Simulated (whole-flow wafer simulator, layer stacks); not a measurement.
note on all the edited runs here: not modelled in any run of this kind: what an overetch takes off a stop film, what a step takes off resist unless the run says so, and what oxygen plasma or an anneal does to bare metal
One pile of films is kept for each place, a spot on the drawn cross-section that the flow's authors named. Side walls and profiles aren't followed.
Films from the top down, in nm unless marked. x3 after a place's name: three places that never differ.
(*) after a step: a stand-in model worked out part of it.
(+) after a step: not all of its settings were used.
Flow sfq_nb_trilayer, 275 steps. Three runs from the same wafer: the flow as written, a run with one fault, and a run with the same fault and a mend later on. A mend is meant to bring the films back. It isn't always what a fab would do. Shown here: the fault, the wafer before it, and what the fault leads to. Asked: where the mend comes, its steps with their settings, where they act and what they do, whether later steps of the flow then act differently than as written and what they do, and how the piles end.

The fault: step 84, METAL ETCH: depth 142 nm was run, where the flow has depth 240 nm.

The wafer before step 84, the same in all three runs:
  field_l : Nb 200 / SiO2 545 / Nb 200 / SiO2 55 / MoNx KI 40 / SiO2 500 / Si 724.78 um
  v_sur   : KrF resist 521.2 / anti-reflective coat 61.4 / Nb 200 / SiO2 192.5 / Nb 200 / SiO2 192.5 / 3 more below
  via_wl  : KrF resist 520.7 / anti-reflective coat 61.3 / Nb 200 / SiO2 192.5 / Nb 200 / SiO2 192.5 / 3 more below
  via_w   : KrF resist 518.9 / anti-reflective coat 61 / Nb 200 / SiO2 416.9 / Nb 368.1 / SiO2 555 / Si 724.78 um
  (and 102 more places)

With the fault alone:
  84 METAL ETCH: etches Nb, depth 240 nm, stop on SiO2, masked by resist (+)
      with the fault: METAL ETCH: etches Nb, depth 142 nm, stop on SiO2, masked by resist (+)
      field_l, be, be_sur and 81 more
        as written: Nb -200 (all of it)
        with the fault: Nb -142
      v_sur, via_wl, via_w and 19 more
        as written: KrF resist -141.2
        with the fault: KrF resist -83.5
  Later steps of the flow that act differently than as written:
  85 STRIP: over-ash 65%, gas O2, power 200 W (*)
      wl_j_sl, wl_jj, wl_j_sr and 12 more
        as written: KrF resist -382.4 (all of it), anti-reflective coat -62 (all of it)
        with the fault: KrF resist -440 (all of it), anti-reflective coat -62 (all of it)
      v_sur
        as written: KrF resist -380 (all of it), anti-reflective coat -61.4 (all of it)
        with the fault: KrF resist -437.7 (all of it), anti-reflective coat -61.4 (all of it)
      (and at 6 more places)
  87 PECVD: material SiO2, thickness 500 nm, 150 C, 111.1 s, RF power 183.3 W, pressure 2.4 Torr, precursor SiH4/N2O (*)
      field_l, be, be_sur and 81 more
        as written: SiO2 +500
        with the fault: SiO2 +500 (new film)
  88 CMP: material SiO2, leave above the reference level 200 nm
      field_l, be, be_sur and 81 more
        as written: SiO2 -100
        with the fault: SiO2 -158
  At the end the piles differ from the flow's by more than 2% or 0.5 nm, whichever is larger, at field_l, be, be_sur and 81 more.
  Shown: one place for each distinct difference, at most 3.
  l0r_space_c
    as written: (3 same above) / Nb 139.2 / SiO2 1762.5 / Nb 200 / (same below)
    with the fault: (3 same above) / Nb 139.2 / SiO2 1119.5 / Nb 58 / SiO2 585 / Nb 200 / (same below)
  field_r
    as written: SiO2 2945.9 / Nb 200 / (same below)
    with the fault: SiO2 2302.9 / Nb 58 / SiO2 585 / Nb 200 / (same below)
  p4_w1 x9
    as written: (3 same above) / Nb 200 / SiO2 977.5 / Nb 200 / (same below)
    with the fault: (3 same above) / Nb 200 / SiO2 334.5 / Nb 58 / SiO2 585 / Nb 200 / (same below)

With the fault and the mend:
  The mend comes after step 84.
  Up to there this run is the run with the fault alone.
  84a METAL ETCH: etches Nb, depth 98 nm, stop on SiO2, masked by resist (+) (the flow's step 84 once more, with other settings)
      field_l, be, be_sur and 81 more
        Nb -58 (all of it)
      v_sur, via_wl, via_w and 19 more
        KrF resist -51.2
  No later step of the flow acts differently than as written, at any place that is followed, by more than 2% or 0.5 nm, whichever is larger.
  At the end the piles are the same as the flow's at every place that both follow.
